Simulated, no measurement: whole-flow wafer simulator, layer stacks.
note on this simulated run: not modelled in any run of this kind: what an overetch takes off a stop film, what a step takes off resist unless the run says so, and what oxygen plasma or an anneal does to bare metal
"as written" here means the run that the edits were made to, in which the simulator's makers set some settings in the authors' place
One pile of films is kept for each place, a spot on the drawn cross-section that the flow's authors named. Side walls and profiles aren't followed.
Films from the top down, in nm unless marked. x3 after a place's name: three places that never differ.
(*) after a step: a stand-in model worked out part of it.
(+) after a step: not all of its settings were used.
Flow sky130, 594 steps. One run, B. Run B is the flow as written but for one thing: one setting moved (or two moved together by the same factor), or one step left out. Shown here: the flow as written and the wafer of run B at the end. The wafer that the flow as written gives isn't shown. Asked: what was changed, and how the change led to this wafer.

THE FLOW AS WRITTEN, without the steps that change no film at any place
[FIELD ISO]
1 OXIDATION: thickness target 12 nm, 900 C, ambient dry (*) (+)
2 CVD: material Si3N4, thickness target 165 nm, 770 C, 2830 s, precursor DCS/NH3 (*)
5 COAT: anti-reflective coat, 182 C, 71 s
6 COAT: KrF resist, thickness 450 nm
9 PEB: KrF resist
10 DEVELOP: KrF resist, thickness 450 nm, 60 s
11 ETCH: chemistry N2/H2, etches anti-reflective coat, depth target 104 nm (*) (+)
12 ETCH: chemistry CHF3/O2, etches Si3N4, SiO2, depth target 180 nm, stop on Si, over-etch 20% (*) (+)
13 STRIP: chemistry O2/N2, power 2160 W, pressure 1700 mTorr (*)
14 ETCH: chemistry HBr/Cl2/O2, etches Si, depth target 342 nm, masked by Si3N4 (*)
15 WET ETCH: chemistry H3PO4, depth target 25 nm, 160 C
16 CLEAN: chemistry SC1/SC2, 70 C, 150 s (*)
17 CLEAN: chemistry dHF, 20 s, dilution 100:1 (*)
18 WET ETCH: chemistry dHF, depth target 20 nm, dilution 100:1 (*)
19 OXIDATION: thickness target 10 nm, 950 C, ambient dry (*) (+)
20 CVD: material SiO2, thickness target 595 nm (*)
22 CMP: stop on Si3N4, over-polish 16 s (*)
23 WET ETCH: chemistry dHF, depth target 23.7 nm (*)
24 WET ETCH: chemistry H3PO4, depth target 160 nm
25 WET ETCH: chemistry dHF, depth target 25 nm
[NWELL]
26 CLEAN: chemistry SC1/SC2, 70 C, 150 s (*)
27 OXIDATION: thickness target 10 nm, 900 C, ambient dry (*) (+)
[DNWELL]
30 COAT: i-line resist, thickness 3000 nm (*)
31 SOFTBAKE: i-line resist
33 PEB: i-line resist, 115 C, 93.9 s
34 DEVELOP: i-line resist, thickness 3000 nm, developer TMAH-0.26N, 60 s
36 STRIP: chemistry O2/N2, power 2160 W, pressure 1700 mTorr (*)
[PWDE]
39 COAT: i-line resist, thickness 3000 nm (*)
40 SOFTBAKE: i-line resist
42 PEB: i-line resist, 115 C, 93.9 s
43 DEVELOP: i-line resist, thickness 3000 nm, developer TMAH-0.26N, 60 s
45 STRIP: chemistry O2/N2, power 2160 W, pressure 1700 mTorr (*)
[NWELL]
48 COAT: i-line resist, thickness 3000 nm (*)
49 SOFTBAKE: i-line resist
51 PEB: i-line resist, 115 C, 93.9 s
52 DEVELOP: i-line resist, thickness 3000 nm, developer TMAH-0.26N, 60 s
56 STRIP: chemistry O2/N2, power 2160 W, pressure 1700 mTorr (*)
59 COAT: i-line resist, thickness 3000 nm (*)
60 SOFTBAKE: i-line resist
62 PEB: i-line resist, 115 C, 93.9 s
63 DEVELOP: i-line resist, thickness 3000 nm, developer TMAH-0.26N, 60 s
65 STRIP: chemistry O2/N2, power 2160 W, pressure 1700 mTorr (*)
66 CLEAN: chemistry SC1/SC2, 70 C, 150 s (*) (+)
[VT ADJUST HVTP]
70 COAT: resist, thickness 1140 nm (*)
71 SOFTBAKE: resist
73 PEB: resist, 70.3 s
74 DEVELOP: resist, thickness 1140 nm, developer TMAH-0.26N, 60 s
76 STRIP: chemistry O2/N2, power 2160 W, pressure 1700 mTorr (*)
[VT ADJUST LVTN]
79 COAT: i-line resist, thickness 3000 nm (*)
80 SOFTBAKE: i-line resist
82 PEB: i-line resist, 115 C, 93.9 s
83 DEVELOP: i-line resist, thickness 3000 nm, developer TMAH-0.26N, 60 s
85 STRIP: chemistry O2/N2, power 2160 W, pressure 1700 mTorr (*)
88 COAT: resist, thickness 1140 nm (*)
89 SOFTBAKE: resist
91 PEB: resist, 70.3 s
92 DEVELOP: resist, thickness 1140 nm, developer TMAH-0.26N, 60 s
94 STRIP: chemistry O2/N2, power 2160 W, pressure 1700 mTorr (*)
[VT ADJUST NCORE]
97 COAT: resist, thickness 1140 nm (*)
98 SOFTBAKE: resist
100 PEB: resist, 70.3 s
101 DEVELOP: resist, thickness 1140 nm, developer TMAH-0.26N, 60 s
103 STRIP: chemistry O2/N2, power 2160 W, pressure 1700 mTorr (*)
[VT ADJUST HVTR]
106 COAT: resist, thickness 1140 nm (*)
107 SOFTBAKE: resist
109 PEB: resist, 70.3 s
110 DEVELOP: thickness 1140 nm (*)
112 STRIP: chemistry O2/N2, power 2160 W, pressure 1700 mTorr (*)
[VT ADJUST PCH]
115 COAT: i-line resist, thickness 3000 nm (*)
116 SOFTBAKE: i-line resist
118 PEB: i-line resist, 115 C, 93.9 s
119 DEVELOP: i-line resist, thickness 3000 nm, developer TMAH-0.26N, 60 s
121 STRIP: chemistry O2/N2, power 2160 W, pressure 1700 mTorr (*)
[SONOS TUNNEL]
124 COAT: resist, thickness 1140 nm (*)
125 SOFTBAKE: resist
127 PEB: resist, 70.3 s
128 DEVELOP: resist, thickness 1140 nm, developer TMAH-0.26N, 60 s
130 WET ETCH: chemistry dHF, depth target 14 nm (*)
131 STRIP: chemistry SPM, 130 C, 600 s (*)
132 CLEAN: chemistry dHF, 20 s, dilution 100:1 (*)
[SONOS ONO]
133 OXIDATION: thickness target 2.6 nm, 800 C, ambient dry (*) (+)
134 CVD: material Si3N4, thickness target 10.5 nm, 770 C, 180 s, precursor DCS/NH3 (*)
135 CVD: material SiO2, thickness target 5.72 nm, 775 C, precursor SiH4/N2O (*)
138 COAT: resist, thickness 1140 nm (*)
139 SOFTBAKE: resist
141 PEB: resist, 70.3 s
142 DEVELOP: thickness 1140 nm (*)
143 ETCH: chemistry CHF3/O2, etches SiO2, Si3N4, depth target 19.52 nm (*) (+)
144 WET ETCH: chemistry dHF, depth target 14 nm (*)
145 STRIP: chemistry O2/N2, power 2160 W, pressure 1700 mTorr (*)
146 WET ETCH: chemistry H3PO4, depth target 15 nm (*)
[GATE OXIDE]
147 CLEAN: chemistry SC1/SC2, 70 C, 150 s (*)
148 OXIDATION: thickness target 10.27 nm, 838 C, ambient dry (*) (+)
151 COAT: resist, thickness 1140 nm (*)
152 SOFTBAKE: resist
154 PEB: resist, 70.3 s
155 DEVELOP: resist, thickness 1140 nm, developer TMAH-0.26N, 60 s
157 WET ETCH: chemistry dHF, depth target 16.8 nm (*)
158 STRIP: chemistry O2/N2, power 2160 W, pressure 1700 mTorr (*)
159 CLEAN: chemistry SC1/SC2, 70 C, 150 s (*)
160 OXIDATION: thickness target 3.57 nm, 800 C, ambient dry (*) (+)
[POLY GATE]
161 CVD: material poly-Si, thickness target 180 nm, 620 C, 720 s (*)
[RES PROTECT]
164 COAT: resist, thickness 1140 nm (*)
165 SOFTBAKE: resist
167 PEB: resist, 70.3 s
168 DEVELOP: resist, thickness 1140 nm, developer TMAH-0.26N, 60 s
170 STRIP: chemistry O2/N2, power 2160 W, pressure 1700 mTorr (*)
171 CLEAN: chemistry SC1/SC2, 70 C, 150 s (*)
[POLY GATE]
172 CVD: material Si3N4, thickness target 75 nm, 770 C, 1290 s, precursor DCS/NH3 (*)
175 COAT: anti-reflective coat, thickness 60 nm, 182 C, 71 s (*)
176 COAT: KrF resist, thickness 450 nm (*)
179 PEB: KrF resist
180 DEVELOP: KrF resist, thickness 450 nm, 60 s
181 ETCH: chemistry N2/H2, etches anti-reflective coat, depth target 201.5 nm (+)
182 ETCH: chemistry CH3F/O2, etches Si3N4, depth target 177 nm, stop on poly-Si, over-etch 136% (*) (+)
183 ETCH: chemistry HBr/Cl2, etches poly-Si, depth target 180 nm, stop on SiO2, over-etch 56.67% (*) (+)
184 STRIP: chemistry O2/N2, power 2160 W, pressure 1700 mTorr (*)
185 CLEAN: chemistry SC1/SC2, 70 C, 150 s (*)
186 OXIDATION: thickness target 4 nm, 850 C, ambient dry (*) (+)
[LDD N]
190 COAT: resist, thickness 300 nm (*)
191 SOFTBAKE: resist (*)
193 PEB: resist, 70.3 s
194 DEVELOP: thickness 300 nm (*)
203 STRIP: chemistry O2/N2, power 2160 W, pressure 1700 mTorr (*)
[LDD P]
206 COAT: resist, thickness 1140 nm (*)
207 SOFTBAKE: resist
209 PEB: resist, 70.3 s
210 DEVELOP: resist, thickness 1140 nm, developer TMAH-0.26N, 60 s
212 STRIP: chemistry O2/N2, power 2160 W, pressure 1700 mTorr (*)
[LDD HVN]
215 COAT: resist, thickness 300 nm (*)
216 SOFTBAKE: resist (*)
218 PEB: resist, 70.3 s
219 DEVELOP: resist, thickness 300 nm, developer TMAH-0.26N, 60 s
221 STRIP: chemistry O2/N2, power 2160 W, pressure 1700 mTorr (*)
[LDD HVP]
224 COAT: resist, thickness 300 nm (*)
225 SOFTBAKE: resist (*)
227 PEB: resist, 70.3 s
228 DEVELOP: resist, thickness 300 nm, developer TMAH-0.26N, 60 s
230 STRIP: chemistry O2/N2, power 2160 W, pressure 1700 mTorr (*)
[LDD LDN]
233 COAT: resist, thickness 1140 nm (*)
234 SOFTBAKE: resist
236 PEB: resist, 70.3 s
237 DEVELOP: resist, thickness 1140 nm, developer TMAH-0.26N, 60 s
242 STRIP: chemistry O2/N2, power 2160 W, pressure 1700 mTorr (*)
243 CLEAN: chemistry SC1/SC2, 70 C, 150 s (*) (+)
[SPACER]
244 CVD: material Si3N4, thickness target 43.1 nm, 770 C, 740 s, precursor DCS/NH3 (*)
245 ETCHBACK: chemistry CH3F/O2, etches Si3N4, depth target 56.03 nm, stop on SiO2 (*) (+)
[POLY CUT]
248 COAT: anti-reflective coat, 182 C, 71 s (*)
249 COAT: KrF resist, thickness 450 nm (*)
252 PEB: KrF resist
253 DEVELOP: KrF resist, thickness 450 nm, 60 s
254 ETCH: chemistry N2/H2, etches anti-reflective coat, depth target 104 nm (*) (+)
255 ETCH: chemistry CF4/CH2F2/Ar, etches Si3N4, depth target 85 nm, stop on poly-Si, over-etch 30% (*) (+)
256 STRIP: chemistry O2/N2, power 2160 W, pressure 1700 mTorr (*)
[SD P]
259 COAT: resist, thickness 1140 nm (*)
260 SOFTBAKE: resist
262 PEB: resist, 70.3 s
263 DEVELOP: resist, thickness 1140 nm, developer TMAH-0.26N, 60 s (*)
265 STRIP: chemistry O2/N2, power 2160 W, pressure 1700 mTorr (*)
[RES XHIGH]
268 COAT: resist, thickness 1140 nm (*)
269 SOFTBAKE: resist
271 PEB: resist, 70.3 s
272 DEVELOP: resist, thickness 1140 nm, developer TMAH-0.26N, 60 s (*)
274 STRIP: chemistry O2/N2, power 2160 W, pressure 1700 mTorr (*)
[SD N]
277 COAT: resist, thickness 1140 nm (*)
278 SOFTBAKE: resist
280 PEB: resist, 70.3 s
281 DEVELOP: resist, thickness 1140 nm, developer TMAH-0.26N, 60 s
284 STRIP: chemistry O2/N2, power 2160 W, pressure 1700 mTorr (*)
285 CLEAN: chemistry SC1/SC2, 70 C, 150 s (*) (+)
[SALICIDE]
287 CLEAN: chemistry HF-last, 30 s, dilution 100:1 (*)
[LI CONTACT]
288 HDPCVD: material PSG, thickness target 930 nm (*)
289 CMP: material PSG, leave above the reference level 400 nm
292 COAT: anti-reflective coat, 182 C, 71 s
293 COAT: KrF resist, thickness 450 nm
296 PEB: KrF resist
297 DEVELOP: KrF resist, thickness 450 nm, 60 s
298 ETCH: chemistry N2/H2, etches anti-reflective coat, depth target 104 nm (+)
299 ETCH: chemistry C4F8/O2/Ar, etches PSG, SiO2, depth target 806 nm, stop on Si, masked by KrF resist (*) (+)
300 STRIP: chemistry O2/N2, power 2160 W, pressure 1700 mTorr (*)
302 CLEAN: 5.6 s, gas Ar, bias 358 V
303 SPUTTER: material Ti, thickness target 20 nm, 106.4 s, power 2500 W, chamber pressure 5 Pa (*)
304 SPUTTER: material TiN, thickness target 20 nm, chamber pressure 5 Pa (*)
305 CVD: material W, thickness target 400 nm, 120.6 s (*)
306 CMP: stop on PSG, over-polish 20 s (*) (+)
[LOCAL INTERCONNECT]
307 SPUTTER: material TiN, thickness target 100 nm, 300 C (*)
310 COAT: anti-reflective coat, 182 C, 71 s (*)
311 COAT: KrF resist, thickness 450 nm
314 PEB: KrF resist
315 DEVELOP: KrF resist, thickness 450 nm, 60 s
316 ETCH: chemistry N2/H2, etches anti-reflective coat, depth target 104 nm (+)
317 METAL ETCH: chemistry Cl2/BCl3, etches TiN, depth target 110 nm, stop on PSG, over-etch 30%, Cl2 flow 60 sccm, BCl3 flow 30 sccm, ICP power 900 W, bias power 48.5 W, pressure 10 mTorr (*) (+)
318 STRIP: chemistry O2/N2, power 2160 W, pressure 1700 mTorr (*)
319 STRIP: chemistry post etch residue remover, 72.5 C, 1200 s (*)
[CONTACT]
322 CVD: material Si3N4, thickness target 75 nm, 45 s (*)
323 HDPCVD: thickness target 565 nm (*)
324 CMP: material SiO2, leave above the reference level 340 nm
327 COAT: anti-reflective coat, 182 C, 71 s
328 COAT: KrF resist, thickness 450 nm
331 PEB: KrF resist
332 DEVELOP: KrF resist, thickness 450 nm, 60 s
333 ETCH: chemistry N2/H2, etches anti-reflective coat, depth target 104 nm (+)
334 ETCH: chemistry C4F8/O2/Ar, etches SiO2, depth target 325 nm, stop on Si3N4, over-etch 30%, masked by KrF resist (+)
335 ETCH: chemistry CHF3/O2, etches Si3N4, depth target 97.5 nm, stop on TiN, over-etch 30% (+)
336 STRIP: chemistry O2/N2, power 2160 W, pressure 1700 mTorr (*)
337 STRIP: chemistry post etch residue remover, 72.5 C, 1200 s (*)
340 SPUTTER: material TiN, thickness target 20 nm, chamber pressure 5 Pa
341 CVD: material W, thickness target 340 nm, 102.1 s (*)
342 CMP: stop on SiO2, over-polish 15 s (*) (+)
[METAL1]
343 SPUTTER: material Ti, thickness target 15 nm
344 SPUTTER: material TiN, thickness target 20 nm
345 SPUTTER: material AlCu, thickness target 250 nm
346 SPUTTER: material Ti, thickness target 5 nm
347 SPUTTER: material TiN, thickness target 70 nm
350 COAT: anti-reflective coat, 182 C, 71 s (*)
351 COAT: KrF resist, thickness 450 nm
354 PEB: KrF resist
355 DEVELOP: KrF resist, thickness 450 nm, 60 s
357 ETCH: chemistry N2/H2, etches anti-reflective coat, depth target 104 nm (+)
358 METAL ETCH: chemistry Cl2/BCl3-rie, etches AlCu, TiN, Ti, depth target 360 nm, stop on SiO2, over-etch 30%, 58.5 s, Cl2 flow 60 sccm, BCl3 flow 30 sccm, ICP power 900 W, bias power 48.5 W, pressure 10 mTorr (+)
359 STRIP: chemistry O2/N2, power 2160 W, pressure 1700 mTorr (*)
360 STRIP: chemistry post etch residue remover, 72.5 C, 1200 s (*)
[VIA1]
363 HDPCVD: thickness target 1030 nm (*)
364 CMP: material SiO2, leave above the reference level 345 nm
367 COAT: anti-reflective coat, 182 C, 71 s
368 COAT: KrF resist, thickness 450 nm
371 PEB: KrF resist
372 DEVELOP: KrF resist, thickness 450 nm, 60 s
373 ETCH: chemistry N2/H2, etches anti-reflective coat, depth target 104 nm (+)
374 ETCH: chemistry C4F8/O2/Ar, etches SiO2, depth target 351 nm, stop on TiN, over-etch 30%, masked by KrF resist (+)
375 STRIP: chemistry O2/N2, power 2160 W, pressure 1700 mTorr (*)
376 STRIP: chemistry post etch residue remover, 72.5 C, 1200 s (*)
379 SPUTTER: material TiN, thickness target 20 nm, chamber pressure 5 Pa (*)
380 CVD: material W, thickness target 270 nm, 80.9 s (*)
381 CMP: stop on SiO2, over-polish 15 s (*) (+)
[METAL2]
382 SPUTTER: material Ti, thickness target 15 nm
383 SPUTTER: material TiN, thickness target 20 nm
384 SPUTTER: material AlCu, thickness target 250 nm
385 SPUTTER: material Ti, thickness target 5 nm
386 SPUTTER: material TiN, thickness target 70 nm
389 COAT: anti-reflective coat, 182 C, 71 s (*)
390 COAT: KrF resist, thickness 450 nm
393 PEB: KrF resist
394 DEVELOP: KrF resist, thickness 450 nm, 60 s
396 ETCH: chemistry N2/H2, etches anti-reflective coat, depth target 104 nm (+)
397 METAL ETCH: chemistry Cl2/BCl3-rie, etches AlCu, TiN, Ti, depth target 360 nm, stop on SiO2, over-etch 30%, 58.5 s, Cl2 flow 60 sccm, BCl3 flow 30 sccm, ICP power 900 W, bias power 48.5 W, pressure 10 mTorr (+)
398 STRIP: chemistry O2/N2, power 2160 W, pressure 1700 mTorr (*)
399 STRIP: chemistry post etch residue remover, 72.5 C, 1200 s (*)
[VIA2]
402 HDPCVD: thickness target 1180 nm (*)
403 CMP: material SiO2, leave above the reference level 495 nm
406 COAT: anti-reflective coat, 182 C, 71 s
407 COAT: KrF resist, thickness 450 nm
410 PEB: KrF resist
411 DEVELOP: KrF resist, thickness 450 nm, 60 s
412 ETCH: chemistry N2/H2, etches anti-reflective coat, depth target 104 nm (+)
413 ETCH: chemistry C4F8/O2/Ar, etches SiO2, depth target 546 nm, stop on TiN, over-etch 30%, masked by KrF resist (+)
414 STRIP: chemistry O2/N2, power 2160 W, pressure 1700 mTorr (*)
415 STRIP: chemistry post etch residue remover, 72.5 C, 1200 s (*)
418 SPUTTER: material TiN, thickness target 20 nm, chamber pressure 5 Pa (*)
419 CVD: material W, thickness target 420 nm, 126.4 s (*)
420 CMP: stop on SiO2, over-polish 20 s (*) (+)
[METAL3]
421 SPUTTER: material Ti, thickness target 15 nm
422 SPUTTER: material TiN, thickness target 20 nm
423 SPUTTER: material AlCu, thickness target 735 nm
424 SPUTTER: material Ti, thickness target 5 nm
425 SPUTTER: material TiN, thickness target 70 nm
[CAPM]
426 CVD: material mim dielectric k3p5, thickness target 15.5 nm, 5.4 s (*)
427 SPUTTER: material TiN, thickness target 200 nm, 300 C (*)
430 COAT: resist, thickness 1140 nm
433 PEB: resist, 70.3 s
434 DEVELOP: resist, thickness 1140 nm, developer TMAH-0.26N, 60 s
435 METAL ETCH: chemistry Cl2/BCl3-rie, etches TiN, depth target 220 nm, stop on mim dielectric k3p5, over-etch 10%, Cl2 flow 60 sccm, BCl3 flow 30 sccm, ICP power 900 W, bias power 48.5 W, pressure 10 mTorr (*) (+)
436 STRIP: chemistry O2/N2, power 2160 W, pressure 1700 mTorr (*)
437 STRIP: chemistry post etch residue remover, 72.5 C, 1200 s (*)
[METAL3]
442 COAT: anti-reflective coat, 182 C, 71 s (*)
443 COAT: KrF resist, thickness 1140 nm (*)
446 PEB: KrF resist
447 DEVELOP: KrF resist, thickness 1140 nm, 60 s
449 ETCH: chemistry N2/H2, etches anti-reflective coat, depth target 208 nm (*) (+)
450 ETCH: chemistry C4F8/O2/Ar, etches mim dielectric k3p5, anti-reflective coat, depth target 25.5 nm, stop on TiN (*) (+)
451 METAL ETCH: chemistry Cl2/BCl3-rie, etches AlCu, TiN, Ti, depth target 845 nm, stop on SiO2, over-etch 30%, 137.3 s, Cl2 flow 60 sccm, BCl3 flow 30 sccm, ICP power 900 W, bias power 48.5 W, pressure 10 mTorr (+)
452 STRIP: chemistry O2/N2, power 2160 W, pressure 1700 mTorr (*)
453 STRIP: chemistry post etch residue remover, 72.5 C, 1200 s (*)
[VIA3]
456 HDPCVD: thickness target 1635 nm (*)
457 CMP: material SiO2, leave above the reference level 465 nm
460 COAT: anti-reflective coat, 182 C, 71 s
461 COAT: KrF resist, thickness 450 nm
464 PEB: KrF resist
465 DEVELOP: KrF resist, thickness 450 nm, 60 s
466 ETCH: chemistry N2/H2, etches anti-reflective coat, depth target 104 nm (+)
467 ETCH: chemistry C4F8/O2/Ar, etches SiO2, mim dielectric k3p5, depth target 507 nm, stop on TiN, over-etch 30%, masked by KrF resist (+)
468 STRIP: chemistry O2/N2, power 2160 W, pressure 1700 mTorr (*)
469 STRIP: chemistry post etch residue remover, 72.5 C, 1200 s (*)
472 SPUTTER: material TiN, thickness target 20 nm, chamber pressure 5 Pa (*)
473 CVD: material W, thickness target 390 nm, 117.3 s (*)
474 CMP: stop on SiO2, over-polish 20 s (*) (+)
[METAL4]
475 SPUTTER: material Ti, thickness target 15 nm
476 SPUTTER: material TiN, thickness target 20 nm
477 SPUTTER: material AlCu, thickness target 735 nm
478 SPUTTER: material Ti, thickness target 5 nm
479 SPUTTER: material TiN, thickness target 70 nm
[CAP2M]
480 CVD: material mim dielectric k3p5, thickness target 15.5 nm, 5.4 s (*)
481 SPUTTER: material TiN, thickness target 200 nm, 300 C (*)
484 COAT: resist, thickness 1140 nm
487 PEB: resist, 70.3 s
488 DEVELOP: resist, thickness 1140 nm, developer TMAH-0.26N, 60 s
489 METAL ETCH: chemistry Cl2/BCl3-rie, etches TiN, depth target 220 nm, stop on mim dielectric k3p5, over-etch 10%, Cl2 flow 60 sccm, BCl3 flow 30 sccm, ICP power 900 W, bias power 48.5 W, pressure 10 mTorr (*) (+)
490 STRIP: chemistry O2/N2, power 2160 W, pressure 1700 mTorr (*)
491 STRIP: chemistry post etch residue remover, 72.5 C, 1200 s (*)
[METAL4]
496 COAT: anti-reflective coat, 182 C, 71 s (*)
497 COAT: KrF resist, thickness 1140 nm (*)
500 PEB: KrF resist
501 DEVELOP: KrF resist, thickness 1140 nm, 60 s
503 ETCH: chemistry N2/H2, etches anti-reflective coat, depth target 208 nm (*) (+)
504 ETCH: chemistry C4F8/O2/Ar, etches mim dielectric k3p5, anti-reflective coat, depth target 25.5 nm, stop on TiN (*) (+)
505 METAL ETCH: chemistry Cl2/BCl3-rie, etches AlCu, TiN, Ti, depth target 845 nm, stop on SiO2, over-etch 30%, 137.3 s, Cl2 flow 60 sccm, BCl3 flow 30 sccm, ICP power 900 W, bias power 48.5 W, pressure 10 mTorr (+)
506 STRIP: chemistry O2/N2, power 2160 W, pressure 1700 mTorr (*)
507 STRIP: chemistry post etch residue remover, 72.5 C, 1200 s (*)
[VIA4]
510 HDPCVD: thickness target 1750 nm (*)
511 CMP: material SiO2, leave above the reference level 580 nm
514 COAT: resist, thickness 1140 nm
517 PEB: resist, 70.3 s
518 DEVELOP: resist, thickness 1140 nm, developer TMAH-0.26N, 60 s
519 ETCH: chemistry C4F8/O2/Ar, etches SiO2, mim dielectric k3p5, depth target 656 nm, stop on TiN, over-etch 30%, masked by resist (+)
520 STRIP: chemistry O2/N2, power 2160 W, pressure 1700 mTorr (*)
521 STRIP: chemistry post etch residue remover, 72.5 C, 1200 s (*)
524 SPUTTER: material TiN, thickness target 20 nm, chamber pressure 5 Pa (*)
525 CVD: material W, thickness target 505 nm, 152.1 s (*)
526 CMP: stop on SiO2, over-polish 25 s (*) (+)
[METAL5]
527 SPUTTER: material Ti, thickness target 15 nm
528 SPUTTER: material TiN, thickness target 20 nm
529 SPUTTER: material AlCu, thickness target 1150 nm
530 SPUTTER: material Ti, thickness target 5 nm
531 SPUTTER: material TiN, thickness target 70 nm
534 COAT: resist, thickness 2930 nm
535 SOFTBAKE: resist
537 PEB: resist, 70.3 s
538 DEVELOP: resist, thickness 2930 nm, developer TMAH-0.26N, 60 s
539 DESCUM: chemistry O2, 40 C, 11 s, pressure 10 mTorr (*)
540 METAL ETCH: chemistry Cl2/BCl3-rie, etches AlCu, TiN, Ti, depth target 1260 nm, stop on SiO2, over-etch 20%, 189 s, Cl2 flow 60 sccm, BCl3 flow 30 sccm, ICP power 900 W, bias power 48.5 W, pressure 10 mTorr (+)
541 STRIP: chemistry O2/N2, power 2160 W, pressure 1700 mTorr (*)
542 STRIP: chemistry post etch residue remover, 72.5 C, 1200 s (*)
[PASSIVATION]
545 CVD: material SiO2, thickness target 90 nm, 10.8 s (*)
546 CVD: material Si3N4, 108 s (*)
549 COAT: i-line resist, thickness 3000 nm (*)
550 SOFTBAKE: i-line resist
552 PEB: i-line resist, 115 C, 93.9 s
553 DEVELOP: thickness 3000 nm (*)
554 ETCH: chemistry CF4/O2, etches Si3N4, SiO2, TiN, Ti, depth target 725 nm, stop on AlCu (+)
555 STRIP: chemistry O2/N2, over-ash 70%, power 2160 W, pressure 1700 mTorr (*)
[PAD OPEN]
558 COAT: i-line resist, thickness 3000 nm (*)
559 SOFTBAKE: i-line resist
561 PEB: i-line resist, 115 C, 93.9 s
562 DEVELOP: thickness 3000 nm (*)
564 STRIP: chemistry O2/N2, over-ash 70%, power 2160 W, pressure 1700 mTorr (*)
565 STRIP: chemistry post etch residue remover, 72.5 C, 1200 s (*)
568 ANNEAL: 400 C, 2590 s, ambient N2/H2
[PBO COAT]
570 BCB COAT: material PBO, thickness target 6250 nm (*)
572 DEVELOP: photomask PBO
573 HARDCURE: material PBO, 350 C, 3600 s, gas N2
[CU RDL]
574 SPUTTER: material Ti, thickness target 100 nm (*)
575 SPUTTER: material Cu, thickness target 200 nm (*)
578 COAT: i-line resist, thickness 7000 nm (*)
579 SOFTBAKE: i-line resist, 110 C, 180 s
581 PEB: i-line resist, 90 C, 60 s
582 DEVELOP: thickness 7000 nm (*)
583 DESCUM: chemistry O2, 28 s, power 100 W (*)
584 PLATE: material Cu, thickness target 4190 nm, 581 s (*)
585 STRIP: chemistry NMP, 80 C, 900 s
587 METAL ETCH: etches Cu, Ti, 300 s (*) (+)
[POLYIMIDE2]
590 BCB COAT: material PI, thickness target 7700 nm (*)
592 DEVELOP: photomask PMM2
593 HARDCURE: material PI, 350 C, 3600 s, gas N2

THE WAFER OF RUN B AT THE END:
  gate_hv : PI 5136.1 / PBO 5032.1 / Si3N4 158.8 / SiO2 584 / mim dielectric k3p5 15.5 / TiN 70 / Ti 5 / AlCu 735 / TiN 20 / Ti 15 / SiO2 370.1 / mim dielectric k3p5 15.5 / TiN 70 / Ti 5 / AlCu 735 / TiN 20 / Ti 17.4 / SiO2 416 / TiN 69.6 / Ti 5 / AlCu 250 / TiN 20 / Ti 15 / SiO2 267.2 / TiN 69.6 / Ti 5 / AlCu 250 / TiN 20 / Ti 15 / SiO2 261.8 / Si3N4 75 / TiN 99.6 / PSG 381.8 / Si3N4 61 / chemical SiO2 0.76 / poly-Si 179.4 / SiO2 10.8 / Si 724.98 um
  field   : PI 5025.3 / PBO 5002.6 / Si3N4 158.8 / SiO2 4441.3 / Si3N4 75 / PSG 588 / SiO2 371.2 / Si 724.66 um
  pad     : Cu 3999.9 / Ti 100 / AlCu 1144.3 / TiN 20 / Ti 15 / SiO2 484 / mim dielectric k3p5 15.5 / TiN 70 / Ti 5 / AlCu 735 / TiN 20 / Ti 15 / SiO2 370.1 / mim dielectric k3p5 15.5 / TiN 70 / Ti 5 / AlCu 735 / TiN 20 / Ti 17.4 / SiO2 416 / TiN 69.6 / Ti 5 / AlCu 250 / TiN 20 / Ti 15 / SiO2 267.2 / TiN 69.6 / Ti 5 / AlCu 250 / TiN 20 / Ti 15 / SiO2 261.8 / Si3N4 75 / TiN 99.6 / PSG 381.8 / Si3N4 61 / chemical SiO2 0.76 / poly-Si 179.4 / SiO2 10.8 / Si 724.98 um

The cause: step 421, SPUTTER: thickness target 17.4 nm was run, where the flow has thickness target 15 nm.
It can be read off the wafer: gate_hv has Ti 17.4, and step 421 as written asks for 15 nm.

How the change led to this, step by step:
  421 SPUTTER: material Ti, thickness target 15 nm
      field, active, n_well and 188 more: Ti +17.4 (new film) (as written it would be: Ti +15 (new film))
  451 METAL ETCH: chemistry Cl2/BCl3-rie, etches AlCu, TiN, Ti, depth target 845 nm, stop on SiO2, over-etch 30%, 137.3 s, Cl2 flow 60 sccm, BCl3 flow 30 sccm, ICP power 900 W, bias power 48.5 W, pressure 10 mTorr (+)
      field, gate, spacer and 68 more: TiN -70 (all of it), Ti -5 (all of it), AlCu -735 (all of it), TiN -20 (all of it), Ti -17.4 (all of it), SiO2 -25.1 (as written it would be: TiN -70 (all of it), Ti -5 (all of it), AlCu -735 (all of it), TiN -20 (all of it), Ti -15 (all of it), SiO2 -25.4)
      active, vpp_ln, vpp_iso2 and 11 more: TiN -70 (all of it), Ti -5 (all of it), AlCu -735 (all of it), TiN -20 (all of it), Ti -17.4 (all of it), SiO2 -25.1 (as written it would be: TiN -70 (all of it), Ti -5 (all of it), AlCu -735 (all of it), TiN -20 (all of it), Ti -15 (all of it), SiO2 -25.3)
  550 SOFTBAKE: i-line resist
      via1_hole: i-line resist -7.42 (as written it would be: i-line resist -8.29)
      via1_enc: i-line resist -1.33 (as written it would be: i-line resist -2.14)
  559 SOFTBAKE: i-line resist
      via1_hole: i-line resist -7.42 (as written it would be: i-line resist -8.29)
      via1_enc: i-line resist -1.33 (as written it would be: i-line resist -2.14)
